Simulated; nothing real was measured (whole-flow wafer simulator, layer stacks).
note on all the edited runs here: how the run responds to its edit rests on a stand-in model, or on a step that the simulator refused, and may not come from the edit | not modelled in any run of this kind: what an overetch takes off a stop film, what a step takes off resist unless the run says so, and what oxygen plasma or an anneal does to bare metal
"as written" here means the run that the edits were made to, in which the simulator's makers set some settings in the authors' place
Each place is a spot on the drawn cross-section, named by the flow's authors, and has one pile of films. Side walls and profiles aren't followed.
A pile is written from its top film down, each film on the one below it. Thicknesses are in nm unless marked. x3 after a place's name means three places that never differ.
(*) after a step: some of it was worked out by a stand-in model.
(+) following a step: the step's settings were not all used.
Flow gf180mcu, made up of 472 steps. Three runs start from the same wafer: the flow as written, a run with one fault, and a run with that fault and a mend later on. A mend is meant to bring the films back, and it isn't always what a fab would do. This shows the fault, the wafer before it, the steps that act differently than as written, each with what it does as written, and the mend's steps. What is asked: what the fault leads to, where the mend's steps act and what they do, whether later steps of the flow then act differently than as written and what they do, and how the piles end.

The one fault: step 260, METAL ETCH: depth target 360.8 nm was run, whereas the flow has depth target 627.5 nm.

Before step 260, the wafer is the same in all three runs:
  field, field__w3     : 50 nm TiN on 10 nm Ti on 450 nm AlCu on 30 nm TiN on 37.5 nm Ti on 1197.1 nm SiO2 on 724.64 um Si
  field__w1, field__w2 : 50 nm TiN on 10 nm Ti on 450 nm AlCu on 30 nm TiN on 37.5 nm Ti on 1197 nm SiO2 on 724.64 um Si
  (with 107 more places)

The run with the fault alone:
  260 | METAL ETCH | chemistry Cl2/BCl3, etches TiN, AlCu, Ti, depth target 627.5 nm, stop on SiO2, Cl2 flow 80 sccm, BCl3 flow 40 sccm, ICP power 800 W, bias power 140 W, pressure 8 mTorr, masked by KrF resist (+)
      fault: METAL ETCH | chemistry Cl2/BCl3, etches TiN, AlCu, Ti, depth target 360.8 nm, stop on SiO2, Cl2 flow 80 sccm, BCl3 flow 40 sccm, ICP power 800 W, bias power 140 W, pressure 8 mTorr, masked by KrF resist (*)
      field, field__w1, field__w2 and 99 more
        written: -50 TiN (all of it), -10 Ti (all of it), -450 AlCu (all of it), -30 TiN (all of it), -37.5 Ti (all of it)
        fault: -50 TiN (all of it), -10 Ti (all of it), -300.8 AlCu
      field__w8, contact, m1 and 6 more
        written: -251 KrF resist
        fault: -144.3 KrF resist
  Steps further on in the flow that do not act as written:
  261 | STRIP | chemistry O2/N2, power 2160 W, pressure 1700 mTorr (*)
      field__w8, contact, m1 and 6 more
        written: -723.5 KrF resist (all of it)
        fault: -830.2 KrF resist (all of it)
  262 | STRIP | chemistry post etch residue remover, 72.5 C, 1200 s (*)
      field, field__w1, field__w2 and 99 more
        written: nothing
        fault: -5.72 AlCu
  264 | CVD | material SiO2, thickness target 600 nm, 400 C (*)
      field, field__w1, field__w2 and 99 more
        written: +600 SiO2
        fault: +600 SiO2 (new film)
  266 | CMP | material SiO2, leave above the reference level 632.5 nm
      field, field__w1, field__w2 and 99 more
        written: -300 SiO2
        fault: -511 SiO2
  At field, field__w1, field__w2 and 100 more, the piles at the end differ from the flow's by more than 2% or 0.5 nm, whichever is larger.
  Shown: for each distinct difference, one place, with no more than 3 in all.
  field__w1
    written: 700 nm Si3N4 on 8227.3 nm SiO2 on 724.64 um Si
    fault: 700 nm Si3N4 on 6819.3 nm SiO2 on 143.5 nm AlCu on 30 nm TiN on 37.5 nm Ti on 1197 nm SiO2 on 724.64 um Si
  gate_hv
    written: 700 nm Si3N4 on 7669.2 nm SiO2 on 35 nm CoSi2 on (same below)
    fault: 700 nm Si3N4 on 6819.3 nm SiO2 on 143.5 nm AlCu on 30 nm TiN on 37.5 nm Ti on 638.9 nm SiO2 on 35 nm CoSi2 on (same below)
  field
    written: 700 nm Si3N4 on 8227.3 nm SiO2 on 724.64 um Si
    fault: 700 nm Si3N4 on 6819.3 nm SiO2 on 143.5 nm AlCu on 30 nm TiN on 37.5 nm Ti on 1197.1 nm SiO2 on 724.64 um Si

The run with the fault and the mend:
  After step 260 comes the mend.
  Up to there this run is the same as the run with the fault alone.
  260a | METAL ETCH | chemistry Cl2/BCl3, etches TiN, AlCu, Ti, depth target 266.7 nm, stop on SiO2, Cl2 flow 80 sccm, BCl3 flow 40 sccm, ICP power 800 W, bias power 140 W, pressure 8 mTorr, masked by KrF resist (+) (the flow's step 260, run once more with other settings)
      field, field__w1, field__w2 and 99 more
        -149.2 AlCu (all of it), -30 TiN (all of it), -37.5 Ti (all of it)
      field__w8, contact, m1 and 6 more
        -106.7 KrF resist
  None of the later steps of the flow acts differently than as written at any place that is followed.
  By the end, the piles equal the flow's at every place that both follow.
